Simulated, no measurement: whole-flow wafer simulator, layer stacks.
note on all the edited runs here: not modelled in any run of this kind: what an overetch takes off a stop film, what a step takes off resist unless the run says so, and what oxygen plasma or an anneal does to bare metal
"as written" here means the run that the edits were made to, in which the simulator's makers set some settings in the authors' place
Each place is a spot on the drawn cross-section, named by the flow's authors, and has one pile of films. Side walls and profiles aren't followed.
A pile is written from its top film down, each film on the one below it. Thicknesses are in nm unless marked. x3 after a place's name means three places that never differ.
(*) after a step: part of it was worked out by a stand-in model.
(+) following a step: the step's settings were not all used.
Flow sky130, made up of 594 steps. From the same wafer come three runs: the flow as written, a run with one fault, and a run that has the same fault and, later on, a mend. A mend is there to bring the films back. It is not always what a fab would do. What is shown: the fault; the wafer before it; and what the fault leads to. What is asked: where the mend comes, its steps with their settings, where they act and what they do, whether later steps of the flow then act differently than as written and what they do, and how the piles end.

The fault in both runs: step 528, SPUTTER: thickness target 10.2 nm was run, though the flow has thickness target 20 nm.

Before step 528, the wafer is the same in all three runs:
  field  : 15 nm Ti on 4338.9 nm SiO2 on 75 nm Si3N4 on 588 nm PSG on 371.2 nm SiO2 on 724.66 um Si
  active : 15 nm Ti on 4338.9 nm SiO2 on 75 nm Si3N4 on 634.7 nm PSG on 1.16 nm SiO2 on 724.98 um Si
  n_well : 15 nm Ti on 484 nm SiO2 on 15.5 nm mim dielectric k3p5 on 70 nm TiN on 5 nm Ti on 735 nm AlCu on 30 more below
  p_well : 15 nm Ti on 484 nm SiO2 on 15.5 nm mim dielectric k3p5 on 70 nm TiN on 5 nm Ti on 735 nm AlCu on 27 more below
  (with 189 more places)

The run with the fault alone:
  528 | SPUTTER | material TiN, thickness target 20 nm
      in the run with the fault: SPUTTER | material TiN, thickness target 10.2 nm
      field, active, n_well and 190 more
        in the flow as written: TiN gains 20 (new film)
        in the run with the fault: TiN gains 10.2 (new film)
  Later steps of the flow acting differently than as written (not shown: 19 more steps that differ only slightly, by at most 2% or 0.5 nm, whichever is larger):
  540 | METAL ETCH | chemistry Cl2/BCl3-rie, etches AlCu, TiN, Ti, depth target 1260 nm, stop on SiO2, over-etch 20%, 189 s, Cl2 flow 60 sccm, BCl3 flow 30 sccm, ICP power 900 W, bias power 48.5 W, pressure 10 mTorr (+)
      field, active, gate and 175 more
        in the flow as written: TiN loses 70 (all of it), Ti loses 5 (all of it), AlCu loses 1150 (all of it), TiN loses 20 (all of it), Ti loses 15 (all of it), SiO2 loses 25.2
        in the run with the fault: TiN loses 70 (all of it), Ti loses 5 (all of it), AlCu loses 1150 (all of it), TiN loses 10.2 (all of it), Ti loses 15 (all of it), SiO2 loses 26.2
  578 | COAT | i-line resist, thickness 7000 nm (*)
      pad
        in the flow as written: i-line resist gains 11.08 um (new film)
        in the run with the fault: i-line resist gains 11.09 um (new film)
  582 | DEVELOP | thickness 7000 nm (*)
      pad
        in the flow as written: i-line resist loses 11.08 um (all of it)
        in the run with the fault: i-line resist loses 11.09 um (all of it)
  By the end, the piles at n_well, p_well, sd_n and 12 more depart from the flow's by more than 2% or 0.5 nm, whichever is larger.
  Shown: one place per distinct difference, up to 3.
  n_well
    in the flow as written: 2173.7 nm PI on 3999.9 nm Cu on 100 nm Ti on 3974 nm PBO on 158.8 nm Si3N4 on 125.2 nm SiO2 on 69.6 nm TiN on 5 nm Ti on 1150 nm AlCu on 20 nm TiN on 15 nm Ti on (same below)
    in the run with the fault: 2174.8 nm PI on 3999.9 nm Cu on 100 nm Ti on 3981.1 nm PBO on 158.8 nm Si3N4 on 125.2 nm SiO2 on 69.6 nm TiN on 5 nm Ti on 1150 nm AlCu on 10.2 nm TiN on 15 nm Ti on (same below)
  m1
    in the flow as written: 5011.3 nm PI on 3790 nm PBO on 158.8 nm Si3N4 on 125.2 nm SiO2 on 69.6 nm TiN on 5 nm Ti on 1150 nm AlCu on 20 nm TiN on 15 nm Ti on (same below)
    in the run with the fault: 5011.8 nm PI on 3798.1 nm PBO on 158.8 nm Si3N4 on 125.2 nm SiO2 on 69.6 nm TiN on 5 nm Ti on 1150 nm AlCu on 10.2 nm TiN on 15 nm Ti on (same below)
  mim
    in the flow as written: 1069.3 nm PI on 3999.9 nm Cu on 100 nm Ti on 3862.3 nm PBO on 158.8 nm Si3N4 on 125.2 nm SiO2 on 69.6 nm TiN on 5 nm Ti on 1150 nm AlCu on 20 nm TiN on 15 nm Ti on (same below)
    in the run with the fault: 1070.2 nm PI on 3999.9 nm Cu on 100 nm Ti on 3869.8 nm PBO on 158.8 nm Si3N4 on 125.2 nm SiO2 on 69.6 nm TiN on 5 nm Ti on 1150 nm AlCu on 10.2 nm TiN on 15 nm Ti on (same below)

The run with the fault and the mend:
  After step 528 comes the mend.
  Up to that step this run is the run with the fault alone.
  528a | SPUTTER | material TiN, thickness target 9.8 nm (a further turn of the flow's step 528, with different settings)
      field, active, n_well and 190 more
        TiN gains 9.8
  Later steps of the flow that are run all act as written at every place that is followed.
  At every place that both follow, the piles at the end match the flow's.
